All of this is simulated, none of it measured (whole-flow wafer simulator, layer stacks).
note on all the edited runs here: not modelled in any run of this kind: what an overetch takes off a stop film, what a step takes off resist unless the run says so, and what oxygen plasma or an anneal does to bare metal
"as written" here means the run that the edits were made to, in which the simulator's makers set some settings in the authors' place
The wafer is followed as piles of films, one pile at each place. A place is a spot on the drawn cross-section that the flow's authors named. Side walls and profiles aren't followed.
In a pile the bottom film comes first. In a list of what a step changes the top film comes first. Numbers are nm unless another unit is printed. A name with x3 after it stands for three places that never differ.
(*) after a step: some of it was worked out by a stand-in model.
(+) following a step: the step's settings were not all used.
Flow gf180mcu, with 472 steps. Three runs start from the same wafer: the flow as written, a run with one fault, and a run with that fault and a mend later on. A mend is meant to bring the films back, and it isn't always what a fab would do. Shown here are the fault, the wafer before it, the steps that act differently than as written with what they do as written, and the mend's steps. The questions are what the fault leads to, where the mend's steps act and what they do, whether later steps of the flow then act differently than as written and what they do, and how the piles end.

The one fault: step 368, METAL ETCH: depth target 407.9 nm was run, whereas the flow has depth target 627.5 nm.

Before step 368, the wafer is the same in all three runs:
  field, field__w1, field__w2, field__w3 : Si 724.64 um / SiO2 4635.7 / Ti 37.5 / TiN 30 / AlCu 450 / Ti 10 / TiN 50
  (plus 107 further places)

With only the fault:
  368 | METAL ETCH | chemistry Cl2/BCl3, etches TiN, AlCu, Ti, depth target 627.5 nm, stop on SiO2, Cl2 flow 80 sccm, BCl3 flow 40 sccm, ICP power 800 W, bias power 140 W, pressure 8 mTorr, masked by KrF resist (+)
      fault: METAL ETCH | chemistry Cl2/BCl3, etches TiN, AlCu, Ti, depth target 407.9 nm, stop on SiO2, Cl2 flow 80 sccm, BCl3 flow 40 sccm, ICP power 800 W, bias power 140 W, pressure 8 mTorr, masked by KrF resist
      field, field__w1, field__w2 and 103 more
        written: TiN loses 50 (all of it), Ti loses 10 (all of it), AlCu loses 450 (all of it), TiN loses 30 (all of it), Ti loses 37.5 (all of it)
        fault: TiN loses 50 (all of it), Ti loses 10 (all of it), AlCu loses 347.9
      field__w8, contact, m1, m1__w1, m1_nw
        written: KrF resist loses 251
        fault: KrF resist loses 163.2
  Later steps of the flow acting differently than as written:
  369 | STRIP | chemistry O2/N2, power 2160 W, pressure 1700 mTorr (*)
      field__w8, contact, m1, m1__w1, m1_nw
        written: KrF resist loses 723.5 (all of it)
        fault: KrF resist loses 811.4 (all of it)
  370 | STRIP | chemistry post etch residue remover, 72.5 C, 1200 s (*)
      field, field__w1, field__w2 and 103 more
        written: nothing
        fault: AlCu loses 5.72
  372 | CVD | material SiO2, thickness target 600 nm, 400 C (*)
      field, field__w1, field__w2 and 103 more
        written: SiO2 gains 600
        fault: SiO2 gains 600 (new film)
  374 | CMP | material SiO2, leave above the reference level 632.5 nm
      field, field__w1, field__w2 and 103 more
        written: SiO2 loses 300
        fault: SiO2 loses 463.9
  The piles end different from the flow's at field, field__w1, field__w2 and 104 more by more than 2% or 0.5 nm, whichever is larger.
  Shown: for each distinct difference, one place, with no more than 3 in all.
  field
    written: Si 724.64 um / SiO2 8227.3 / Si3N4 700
    fault: Si 724.64 um / SiO2 4635.7 / Ti 37.5 / TiN 30 / AlCu 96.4 / SiO2 3427.7 / Si3N4 700
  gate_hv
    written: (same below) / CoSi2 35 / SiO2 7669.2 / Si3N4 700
    fault: (same below) / CoSi2 35 / SiO2 4077.6 / Ti 37.5 / TiN 30 / AlCu 96.4 / SiO2 3427.7 / Si3N4 700
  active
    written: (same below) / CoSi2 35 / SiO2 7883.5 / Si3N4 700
    fault: (same below) / CoSi2 35 / SiO2 4291.9 / Ti 37.5 / TiN 30 / AlCu 96.4 / SiO2 3427.7 / Si3N4 700

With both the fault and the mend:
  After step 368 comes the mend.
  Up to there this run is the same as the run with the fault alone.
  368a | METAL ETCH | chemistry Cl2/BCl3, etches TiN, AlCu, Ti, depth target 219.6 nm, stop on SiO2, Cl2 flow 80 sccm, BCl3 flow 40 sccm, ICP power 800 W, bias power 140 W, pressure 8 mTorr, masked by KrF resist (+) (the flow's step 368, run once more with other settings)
      field, field__w1, field__w2 and 103 more
        AlCu loses 102.1 (all of it), TiN loses 30 (all of it), Ti loses 37.5 (all of it)
      field__w8, contact, m1, m1__w1, m1_nw
        KrF resist loses 87.8
  None of the later steps of the flow acts differently than as written at any place that is followed.
  At every place that both follow, the piles at the end match the flow's.
